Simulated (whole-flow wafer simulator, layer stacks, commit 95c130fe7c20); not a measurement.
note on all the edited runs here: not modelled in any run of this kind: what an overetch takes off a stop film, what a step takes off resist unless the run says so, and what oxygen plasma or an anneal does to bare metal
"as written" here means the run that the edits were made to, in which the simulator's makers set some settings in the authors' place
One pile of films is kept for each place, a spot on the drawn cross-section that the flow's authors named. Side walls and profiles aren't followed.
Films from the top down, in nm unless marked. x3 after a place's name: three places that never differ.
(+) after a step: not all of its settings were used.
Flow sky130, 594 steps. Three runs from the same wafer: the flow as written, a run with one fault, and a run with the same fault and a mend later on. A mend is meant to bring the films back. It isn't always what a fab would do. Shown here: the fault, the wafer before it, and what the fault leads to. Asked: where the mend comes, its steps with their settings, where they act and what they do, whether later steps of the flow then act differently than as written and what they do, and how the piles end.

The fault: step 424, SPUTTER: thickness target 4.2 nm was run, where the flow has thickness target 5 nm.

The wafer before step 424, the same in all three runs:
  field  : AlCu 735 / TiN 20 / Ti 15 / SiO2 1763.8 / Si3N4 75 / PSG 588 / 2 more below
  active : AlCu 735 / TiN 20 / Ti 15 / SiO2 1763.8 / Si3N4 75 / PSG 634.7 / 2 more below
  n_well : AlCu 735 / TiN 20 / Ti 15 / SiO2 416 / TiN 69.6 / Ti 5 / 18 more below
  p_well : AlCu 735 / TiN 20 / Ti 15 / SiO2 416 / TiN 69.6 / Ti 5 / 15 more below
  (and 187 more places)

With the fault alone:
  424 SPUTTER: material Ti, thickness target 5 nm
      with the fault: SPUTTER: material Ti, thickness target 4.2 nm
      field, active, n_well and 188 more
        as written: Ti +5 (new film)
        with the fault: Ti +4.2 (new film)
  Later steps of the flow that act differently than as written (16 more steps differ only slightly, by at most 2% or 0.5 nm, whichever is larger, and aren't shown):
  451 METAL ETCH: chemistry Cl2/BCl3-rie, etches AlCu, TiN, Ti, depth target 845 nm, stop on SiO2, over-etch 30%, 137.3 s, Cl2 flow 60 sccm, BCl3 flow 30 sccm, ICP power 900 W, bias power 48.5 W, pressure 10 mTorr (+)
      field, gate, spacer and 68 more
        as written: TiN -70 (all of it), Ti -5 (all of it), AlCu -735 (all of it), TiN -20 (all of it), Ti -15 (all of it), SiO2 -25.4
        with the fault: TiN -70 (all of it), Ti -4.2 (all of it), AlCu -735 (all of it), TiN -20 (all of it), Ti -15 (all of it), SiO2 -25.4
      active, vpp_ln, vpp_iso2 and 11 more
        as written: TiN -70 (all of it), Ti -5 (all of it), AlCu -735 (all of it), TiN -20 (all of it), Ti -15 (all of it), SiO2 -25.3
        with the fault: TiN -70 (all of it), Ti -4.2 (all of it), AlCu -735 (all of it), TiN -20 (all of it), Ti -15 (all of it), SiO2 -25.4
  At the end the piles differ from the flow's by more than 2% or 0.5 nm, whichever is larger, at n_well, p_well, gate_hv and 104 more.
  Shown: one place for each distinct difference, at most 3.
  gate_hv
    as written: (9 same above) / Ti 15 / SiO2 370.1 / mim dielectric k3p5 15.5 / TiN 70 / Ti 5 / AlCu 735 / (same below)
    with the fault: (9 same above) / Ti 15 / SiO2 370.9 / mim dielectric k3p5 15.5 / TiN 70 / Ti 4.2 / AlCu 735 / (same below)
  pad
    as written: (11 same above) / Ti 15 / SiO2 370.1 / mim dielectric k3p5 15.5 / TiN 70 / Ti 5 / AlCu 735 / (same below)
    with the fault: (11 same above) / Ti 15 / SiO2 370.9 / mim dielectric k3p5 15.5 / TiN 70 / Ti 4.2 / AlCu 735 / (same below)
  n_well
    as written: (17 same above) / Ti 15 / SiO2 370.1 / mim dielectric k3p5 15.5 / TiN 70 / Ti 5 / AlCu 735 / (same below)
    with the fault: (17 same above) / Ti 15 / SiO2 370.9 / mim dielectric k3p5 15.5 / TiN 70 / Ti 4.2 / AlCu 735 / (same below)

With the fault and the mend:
  The mend comes after step 424.
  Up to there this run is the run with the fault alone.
  424a SPUTTER: material Ti, thickness target 0.8 nm (the flow's step 424 once more, with other settings)
      field, active, n_well and 188 more
        Ti +0.8
  No later step of the flow acts differently than as written at any place that is followed.
  At the end the piles are the same as the flow's at every place that both follow.
